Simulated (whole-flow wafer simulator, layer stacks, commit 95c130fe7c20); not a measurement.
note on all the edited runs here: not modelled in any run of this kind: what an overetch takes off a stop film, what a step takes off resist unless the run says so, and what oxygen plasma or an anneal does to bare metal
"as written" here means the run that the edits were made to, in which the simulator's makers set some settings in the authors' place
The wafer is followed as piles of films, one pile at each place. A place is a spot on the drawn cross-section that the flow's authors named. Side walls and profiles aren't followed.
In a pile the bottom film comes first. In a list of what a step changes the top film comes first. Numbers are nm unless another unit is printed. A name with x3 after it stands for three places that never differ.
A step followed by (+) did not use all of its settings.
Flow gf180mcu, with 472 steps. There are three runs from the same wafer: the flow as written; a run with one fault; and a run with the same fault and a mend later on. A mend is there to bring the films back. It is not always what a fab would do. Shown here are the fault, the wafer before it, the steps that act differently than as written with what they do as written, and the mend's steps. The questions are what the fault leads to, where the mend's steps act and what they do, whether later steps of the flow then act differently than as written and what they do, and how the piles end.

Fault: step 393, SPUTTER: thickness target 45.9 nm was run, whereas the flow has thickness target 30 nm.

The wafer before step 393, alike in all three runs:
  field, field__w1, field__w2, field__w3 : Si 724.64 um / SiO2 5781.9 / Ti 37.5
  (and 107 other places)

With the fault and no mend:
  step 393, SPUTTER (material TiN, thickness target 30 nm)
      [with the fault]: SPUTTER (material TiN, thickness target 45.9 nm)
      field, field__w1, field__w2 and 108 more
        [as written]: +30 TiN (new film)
        [with the fault]: +45.9 TiN (new film)
  Steps further on in the flow that do not act as written (not shown: 1 more step that differs only slightly, by at most 2% or 0.5 nm, whichever is larger):
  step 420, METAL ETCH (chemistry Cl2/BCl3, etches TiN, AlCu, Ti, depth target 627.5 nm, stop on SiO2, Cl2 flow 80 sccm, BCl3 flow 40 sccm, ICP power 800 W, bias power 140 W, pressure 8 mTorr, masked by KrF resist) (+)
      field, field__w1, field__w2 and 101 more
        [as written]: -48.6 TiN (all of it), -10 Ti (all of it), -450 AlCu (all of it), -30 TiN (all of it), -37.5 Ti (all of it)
        [with the fault]: -48.6 TiN (all of it), -10 Ti (all of it), -450 AlCu (all of it), -45.9 TiN (all of it), -37.5 Ti (all of it)
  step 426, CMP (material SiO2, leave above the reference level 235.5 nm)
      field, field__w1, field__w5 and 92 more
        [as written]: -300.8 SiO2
        [with the fault]: -284.9 SiO2
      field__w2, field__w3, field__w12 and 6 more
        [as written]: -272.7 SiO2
        [with the fault]: -256 SiO2
  By the end, the piles at field__w4, field__w8, contact, m1, m1__w1, mim, mim_1p0, m1_nw depart from the flow's by more than 2% or 0.5 nm, whichever is larger.
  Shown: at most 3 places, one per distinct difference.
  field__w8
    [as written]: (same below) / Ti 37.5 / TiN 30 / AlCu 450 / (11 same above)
    [with the fault]: (same below) / Ti 37.5 / TiN 45.9 / AlCu 450 / (11 same above)
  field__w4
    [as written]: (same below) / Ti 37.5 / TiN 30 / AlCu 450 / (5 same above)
    [with the fault]: (same below) / Ti 37.5 / TiN 45.9 / AlCu 450 / (5 same above)
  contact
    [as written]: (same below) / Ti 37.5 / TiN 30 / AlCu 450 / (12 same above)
    [with the fault]: (same below) / Ti 37.5 / TiN 45.9 / AlCu 450 / (12 same above)

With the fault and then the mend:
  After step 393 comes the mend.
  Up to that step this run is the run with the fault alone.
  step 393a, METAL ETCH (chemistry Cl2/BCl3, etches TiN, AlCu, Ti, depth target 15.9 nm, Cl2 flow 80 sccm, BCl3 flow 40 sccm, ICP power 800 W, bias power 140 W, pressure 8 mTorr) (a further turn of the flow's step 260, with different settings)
      field, field__w1, field__w2 and 108 more
        -15.9 TiN
  None of the later steps of the flow acts differently than as written at any place that is followed.
  At every place that both follow, the piles at the end match the flow's.
